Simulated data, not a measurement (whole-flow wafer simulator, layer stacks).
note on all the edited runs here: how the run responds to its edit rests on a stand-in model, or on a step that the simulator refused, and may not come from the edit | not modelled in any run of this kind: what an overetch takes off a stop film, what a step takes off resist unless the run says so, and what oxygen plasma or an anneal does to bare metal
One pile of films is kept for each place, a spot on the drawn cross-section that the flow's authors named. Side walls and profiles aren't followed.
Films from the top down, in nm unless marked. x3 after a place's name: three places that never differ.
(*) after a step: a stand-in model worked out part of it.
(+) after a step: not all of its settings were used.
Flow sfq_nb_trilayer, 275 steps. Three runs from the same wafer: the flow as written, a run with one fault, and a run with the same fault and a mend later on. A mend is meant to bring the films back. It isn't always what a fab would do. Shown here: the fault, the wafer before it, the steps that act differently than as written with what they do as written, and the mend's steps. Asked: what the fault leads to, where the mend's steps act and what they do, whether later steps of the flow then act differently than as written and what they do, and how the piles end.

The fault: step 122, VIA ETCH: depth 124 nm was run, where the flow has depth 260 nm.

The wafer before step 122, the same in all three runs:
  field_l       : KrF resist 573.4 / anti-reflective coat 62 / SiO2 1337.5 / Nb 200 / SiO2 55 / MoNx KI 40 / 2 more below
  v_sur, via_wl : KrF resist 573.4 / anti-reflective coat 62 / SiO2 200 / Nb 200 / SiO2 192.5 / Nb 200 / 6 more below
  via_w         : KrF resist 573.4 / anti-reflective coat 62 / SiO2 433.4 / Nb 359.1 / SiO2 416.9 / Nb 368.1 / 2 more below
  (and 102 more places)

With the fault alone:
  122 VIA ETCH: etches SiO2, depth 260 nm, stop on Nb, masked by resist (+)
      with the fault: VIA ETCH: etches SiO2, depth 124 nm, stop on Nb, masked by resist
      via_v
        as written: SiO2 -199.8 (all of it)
        with the fault: SiO2 -124
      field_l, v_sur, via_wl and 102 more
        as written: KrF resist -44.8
        with the fault: KrF resist -21.4
  Later steps of the flow that act differently than as written (3 more steps differ only slightly, by at most 2% or 0.5 nm, whichever is larger, and aren't shown):
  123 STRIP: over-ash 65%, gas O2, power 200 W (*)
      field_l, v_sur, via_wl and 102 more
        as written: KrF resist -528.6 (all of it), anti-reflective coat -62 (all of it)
        with the fault: KrF resist -552.1 (all of it), anti-reflective coat -62 (all of it)
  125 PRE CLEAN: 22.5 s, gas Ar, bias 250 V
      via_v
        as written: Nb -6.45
        with the fault: SiO2 -7.5
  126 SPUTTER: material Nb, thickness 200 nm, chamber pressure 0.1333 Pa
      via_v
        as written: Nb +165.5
        with the fault: Nb +182.1 (new film)
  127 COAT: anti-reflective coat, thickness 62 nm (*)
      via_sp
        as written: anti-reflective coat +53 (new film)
        with the fault: anti-reflective coat +54.5 (new film)
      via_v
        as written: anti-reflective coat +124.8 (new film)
        with the fault: anti-reflective coat +107.7 (new film)
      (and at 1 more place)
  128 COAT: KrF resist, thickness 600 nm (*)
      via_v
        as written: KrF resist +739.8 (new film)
        with the fault: KrF resist +677.8 (new film)
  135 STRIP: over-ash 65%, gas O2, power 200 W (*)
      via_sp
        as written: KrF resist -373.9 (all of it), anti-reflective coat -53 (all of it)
        with the fault: KrF resist -379 (all of it), anti-reflective coat -54.5 (all of it)
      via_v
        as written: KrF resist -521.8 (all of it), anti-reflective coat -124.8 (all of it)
        with the fault: KrF resist -460 (all of it), anti-reflective coat -107.7 (all of it)
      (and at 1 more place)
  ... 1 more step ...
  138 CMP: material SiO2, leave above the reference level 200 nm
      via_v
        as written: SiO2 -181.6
        with the fault: SiO2 -157.9
  At the end the piles differ from the flow's by more than 2% or 0.5 nm, whichever is larger, at via_v.
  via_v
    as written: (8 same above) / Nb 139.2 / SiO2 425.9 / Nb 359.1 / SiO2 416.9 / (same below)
    with the fault: (8 same above) / Nb 139.2 / SiO2 334.6 / Nb 182.1 / SiO2 68.3 / Nb 200 / SiO2 416.9 / (same below)

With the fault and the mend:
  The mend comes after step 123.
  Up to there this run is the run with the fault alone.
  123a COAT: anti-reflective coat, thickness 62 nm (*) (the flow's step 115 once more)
      p4_fl x3, p4_w1 x9, p4_g1 x2 and 63 more
        anti-reflective coat +62 (new film)
      be_r, r_sur, res, r_end, moat, field_r, lsp_l
        anti-reflective coat +61.8 (new film)
      ln_m5, lsp_m, ln_m6, lsp_r, l0_sur, l0v
        anti-reflective coat +61.9 (new film)
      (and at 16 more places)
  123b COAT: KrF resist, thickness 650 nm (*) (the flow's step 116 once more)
      p4_fl x3, p4_w1 x9, p4_g1 x2 and 63 more
        KrF resist +650 (new film)
      moat, field_r, lsp_l and 6 more
        KrF resist +649.7 (new film)
      wire, ce_r, sp_r
        KrF resist +649.4 (new film)
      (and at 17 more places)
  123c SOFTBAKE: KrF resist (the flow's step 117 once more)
      changes no film at any place that is followed
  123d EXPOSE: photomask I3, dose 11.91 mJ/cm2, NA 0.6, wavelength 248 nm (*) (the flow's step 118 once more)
      changes no film at any place that is followed
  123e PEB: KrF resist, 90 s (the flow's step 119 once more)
      wire, jj_sur, ce_l and 93 more
        KrF resist -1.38
      field_l, v_sur, via_wl and 6 more
        KrF resist -1.37
      via_v
        KrF resist -1.55
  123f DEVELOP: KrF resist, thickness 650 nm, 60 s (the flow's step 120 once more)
      field_l, v_sur, via_wl and 102 more
        KrF resist -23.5
      via_v
        KrF resist -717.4 (all of it)
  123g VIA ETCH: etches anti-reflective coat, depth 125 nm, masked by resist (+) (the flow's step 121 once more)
      field_l, v_sur, via_wl and 102 more
        KrF resist -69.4
      via_v
        anti-reflective coat -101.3 (all of it), SiO2 -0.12
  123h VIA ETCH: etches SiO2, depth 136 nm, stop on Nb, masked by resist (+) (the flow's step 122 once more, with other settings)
      field_l, v_sur, via_wl and 102 more
        KrF resist -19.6
      via_v
        SiO2 -75.7 (all of it)
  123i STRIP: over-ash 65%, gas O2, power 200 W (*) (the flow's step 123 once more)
      p4_fl x3, p4_w1 x9, p4_g1 x2 and 63 more
        KrF resist -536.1 (all of it), anti-reflective coat -62 (all of it)
      ln_m5, lsp_m, ln_m6, lsp_r, l0_sur, l0v
        KrF resist -535.8 (all of it), anti-reflective coat -61.9 (all of it)
      res, r_end, moat
        KrF resist -535.7 (all of it), anti-reflective coat -61.8 (all of it)
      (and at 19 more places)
  No later step of the flow acts differently than as written at any place that is followed.
  At the end the piles are the same as the flow's at every place that both follow.
